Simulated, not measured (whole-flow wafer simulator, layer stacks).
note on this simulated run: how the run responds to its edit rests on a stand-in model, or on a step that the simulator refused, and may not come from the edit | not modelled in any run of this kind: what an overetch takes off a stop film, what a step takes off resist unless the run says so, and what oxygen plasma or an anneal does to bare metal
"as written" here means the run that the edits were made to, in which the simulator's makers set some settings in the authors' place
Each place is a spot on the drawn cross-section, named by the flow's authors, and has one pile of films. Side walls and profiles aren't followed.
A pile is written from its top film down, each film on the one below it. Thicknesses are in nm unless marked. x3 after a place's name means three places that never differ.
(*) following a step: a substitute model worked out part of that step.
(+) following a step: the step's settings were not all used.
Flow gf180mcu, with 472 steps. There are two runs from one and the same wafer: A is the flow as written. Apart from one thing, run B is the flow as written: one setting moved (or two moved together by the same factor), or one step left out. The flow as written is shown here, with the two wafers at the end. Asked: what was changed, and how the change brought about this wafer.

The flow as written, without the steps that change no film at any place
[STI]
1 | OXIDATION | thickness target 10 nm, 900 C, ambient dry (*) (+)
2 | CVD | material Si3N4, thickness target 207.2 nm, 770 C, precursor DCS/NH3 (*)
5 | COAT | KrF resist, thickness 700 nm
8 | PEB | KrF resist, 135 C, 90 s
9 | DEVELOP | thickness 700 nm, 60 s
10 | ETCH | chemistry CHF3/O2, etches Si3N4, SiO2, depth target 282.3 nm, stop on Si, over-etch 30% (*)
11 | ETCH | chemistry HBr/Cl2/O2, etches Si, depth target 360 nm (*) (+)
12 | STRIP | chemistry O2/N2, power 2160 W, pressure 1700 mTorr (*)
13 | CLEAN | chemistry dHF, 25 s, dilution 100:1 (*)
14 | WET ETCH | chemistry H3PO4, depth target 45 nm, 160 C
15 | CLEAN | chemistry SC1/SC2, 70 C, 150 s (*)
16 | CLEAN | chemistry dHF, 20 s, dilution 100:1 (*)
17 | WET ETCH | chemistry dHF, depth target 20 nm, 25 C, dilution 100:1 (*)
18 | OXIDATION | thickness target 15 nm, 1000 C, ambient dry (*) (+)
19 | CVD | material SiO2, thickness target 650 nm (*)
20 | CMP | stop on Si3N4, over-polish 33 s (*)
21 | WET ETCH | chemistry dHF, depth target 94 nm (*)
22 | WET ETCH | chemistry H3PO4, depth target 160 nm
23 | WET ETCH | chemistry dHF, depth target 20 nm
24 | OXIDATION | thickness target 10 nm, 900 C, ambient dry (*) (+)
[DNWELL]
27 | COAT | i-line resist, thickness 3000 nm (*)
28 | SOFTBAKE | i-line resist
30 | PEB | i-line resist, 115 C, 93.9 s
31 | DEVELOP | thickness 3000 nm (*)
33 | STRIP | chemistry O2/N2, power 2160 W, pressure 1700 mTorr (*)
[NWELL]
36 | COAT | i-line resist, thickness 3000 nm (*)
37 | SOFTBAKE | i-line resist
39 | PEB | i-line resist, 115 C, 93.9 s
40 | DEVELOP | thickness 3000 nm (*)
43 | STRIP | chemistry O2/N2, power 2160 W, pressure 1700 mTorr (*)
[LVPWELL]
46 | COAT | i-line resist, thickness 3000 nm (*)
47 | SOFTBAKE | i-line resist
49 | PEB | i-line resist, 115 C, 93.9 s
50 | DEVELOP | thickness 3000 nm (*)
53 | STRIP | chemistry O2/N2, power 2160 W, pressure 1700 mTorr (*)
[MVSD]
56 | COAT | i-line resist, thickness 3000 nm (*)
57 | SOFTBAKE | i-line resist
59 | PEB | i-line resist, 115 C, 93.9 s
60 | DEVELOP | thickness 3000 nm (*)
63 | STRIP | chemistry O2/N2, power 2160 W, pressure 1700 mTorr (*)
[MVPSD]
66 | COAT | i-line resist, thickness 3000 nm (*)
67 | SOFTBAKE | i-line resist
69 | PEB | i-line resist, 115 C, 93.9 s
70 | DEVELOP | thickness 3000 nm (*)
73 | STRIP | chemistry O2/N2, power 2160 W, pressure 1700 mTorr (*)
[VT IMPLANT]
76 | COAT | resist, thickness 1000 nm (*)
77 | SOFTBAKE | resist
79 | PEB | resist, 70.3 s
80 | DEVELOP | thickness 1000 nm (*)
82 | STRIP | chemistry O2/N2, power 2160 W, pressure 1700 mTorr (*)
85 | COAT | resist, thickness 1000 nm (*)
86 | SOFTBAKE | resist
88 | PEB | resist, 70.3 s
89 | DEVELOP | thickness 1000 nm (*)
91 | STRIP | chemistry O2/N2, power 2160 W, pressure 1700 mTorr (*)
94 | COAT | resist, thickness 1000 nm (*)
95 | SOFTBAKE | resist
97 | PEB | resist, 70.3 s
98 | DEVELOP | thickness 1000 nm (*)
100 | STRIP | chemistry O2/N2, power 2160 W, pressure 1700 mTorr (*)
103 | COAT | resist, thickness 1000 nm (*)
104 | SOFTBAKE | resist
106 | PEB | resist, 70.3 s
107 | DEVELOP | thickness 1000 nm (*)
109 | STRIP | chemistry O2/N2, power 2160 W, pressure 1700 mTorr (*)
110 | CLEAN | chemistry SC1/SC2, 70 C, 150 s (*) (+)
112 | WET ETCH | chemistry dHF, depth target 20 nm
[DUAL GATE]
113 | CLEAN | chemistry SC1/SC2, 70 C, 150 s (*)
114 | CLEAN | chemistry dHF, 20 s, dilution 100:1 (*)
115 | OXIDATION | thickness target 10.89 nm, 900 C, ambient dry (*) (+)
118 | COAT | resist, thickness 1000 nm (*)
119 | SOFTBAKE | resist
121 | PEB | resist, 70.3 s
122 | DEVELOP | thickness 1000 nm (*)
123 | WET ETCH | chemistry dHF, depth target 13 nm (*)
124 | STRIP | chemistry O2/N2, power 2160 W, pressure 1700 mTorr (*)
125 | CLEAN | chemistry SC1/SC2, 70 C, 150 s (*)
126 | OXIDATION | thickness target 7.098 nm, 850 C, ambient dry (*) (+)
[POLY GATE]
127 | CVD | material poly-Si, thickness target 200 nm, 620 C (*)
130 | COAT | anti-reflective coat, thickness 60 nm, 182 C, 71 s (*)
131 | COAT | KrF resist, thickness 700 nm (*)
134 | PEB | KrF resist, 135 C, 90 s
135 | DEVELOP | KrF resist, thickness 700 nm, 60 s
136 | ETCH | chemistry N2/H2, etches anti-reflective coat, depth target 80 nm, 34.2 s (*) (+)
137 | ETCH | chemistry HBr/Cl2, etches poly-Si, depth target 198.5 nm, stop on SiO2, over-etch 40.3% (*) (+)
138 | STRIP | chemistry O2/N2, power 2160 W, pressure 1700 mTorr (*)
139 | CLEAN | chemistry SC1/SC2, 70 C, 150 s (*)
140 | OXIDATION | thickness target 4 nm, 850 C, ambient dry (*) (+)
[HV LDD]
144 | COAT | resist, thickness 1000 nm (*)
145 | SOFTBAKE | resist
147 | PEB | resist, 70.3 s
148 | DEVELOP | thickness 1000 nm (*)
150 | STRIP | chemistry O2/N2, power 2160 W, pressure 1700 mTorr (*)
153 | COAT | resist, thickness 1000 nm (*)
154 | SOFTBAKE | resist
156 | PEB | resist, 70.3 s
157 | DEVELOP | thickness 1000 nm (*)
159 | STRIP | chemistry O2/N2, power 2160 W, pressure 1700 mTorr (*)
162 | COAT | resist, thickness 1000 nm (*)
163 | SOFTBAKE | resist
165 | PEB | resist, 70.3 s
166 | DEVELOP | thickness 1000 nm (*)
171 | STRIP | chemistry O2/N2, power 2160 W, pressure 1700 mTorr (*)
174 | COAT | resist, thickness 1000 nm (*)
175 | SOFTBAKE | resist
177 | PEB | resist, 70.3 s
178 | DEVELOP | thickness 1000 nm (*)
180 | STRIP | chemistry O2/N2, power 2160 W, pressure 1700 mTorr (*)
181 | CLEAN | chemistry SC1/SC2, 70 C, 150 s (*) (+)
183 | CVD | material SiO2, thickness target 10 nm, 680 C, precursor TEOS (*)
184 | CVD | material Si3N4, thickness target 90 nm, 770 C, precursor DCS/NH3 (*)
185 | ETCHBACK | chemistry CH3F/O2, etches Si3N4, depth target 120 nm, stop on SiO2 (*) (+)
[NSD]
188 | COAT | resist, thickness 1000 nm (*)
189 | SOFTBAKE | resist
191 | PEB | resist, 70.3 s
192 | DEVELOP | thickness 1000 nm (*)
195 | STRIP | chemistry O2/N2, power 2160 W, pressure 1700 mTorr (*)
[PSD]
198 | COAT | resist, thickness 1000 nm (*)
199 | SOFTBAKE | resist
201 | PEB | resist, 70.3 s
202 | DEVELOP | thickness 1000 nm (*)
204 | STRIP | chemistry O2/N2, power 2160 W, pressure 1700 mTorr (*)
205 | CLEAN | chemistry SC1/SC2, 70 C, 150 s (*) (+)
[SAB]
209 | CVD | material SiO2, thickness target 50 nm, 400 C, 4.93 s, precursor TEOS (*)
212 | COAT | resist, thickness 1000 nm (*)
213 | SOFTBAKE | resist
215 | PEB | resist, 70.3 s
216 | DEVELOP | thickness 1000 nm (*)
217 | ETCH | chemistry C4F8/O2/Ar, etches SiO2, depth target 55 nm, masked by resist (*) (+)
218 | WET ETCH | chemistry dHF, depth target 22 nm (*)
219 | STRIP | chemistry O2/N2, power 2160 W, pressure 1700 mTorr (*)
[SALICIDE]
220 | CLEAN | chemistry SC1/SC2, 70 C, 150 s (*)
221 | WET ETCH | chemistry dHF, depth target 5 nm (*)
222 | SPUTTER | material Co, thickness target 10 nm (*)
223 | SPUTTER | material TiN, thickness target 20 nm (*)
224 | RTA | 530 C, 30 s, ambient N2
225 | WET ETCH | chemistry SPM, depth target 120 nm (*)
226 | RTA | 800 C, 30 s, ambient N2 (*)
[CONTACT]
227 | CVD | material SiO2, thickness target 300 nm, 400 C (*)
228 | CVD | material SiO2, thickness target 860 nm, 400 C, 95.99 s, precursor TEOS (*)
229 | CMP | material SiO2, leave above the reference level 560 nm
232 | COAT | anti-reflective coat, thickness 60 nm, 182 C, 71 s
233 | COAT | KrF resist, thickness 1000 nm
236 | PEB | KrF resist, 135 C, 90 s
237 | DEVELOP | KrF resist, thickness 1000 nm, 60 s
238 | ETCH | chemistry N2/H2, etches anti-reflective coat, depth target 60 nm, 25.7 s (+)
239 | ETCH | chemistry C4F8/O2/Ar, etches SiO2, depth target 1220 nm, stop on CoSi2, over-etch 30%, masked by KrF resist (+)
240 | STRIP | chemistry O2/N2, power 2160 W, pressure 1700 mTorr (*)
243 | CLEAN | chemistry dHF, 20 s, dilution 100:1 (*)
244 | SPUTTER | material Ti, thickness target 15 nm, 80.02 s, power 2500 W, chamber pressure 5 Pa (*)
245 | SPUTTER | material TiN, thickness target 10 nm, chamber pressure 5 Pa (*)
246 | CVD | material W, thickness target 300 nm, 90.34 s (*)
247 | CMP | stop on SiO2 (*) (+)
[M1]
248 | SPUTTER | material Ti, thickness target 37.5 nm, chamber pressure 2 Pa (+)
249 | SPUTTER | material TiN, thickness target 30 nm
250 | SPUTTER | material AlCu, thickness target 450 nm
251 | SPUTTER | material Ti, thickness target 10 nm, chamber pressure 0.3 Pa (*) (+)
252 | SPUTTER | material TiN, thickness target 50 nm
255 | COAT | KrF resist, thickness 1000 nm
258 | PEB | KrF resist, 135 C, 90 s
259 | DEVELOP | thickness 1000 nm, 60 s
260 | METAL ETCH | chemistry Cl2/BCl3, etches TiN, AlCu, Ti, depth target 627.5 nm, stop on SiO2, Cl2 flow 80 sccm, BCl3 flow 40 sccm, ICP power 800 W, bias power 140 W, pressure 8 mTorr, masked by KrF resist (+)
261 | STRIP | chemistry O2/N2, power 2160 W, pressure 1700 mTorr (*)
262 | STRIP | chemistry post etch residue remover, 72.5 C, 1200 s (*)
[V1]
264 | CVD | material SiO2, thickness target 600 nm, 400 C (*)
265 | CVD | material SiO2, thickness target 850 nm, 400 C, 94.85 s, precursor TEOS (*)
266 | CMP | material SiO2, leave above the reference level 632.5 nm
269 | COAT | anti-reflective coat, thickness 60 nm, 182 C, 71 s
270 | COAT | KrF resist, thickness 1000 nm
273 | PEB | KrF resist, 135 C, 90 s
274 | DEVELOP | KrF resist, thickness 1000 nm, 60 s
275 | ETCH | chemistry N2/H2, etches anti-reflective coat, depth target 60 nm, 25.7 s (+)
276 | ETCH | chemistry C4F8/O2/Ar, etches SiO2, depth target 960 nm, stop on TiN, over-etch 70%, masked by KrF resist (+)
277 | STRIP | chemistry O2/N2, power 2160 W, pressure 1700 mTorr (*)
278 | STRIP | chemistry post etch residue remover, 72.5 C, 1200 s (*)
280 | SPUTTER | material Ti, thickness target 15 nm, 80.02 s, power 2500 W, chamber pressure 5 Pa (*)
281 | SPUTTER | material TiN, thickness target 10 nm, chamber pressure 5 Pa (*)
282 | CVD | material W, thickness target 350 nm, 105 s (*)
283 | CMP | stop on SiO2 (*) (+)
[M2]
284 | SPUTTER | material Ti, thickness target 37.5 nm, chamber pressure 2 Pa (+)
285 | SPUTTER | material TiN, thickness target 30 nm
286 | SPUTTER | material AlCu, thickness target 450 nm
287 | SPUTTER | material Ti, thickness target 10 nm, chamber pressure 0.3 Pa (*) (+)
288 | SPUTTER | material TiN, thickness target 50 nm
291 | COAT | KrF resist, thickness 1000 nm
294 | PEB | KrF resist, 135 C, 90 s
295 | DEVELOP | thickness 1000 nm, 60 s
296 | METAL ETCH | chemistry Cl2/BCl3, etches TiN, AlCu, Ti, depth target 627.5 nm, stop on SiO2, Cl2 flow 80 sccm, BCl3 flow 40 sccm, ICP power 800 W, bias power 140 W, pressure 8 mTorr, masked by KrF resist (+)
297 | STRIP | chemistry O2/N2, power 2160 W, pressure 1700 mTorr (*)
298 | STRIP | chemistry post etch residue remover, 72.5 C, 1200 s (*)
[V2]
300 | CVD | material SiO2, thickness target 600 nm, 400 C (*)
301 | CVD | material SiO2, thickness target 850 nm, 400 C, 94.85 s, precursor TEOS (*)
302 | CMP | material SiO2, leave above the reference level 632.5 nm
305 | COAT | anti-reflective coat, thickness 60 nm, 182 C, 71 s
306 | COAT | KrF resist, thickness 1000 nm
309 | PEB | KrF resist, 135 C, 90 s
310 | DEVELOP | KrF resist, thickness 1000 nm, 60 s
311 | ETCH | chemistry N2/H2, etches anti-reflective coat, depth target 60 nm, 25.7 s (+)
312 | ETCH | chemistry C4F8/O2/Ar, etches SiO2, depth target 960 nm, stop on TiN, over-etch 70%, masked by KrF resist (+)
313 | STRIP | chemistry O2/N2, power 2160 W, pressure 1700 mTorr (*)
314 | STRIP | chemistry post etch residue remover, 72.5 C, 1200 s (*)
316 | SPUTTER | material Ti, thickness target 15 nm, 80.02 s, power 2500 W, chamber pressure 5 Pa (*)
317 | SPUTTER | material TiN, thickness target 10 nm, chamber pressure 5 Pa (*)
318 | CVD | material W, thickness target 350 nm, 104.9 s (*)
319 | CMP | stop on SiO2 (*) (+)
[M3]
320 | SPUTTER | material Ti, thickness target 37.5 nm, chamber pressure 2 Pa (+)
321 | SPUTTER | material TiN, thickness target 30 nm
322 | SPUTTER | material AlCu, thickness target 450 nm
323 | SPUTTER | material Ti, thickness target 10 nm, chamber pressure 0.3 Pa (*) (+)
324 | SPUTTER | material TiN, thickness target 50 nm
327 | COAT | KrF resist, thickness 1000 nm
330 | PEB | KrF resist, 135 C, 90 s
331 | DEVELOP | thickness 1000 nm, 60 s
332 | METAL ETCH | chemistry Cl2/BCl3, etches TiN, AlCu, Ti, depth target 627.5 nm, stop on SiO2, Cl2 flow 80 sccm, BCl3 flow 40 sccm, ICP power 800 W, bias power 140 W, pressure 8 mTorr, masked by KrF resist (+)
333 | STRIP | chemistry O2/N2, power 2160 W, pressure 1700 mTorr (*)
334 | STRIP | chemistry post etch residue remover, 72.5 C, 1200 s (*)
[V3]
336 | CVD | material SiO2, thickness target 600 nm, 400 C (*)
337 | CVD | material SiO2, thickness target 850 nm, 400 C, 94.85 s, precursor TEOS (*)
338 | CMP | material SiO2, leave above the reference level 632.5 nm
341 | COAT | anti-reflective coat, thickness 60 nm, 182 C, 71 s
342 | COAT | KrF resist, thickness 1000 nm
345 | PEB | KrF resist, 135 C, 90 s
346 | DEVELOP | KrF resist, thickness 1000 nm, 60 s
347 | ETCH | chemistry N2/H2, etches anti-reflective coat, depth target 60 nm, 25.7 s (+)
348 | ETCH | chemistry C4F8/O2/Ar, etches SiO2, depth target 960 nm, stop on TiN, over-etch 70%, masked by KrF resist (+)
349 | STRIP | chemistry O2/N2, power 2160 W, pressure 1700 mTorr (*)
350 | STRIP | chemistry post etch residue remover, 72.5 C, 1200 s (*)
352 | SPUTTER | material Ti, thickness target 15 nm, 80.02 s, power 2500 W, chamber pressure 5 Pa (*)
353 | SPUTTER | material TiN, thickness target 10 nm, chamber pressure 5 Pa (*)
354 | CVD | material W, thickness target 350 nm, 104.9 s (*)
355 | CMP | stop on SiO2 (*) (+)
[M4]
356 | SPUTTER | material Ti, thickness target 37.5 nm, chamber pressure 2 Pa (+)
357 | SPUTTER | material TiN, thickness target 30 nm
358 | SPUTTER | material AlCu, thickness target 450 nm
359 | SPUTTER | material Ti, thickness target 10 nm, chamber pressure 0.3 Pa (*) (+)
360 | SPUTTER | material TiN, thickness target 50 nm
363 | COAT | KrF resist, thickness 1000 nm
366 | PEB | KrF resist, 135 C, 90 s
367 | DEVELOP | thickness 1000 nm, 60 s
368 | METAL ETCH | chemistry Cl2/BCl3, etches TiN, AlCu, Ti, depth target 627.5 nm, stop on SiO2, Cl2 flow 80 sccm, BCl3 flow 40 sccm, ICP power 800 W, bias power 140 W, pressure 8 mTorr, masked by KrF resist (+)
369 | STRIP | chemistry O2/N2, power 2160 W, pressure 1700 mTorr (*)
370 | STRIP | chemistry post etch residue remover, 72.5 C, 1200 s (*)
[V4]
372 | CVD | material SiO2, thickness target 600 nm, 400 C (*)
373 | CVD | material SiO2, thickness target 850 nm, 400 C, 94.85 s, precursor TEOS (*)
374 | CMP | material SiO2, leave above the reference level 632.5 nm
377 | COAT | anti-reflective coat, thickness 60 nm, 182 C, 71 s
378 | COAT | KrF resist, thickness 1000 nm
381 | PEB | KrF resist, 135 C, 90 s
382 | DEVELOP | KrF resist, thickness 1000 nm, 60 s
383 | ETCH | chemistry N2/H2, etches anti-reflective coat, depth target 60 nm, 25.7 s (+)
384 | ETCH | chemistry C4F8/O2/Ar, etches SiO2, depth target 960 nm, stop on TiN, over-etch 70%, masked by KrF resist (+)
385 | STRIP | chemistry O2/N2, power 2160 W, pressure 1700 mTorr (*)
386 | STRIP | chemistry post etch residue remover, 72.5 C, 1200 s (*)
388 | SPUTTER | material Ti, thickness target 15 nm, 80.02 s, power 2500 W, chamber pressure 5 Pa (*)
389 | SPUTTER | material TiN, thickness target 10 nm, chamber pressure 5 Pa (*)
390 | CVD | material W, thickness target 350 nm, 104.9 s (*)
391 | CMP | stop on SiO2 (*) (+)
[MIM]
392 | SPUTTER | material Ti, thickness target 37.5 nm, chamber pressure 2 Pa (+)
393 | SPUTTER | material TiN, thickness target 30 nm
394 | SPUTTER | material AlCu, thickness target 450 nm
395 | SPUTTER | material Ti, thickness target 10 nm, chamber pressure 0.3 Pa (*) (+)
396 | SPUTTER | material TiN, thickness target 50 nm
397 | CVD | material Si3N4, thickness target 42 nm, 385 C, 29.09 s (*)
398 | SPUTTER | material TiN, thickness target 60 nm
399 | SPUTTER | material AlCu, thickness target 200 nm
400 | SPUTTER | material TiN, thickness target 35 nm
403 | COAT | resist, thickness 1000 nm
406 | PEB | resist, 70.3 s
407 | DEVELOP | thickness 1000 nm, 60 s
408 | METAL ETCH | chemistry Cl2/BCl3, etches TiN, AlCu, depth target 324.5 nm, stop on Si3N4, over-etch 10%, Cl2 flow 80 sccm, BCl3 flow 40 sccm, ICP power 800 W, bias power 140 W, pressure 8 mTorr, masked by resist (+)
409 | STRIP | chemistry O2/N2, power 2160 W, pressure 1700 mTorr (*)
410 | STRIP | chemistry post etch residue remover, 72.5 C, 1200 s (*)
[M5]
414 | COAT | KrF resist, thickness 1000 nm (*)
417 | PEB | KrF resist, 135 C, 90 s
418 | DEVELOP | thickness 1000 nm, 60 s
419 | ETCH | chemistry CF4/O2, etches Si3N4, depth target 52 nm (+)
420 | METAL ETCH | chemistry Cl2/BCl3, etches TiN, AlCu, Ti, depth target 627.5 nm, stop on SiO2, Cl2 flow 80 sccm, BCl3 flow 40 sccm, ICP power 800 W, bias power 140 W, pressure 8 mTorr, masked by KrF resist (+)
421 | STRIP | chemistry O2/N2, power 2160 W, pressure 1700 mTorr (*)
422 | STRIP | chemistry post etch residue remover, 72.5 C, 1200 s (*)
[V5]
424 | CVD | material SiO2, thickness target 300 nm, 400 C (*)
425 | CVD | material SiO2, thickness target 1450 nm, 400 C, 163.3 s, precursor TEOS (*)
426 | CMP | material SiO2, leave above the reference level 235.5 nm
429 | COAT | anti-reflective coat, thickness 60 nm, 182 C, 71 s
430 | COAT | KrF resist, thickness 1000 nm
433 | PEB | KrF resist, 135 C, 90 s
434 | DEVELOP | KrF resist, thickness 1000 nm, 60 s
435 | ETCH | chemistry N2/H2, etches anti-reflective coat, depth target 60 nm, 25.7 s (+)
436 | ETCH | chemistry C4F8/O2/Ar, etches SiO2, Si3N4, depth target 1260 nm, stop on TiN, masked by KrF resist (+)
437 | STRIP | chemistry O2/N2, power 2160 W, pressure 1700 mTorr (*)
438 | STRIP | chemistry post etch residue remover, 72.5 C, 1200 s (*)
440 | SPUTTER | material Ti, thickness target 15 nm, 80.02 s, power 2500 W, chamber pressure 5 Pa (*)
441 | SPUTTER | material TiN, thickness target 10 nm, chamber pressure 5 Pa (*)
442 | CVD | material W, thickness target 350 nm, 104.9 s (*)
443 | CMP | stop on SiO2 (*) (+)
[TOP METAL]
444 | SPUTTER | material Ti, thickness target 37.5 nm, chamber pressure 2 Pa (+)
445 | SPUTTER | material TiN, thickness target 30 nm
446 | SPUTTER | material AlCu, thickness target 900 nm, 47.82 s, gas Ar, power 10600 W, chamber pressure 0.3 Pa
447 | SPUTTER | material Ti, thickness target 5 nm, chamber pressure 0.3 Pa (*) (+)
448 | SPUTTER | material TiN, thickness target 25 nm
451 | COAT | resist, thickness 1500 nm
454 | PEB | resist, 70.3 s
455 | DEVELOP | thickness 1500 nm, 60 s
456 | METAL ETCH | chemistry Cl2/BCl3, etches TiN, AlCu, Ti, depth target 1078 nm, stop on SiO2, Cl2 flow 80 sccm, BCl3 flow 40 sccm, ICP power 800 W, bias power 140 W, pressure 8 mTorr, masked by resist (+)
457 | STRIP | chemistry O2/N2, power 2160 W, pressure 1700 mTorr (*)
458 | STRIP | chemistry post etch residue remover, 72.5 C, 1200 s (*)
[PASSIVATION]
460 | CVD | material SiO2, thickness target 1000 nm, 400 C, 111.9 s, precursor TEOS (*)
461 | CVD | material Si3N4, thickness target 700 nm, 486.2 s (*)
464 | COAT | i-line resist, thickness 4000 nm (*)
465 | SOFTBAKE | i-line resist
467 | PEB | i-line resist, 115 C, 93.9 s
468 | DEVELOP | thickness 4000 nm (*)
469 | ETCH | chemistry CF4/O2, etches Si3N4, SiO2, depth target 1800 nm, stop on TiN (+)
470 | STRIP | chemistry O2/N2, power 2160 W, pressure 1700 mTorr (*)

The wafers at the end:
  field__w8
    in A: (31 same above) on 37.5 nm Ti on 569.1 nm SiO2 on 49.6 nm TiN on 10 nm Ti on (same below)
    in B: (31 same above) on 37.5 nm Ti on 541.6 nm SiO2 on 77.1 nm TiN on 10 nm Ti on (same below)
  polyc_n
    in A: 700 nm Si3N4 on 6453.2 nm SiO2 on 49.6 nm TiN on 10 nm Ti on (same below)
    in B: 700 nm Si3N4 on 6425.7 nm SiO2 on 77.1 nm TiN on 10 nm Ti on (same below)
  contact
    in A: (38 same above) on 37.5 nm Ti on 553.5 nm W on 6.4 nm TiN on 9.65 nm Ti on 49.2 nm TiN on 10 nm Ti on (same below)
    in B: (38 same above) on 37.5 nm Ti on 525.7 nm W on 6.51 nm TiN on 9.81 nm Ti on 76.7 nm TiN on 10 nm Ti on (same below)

The reason: step 252, SPUTTER: thickness target 77.5 nm was run, though the flow has thickness target 50 nm.

The path from the change to this, step by step:
  252 | SPUTTER | material TiN, thickness target 50 nm
      field, field__w1, field__w2 and 108 more: A +50 TiN (new film) | B +77.5 TiN (new film)
  260 | METAL ETCH | chemistry Cl2/BCl3, etches TiN, AlCu, Ti, depth target 627.5 nm, stop on SiO2, Cl2 flow 80 sccm, BCl3 flow 40 sccm, ICP power 800 W, bias power 140 W, pressure 8 mTorr, masked by KrF resist (+)
      field, field__w1, field__w2 and 99 more: A -50 TiN (all of it), -10 Ti (all of it), -450 AlCu (all of it), -30 TiN (all of it), -37.5 Ti (all of it) | B -77.5 TiN (all of it), -10 Ti (all of it), -450 AlCu (all of it), -30 TiN (all of it), -37.5 Ti (all of it)
  266 | CMP | material SiO2, leave above the reference level 632.5 nm
      field__w8, contact, m1 and 6 more: A -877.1 SiO2 | B -904.6 SiO2
  276 | ETCH | chemistry C4F8/O2/Ar, etches SiO2, depth target 960 nm, stop on TiN, over-etch 70%, masked by KrF resist (+)
      field, field__w1, field__w2 and 107 more: A -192 KrF resist | B -185.3 KrF resist
      contact: A -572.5 SiO2 (all of it) | B -545 SiO2 (all of it)
  282 | CVD | material W, thickness target 350 nm, 105 s (*)
      contact: A +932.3 W (new film) | B +904.5 W (new film)
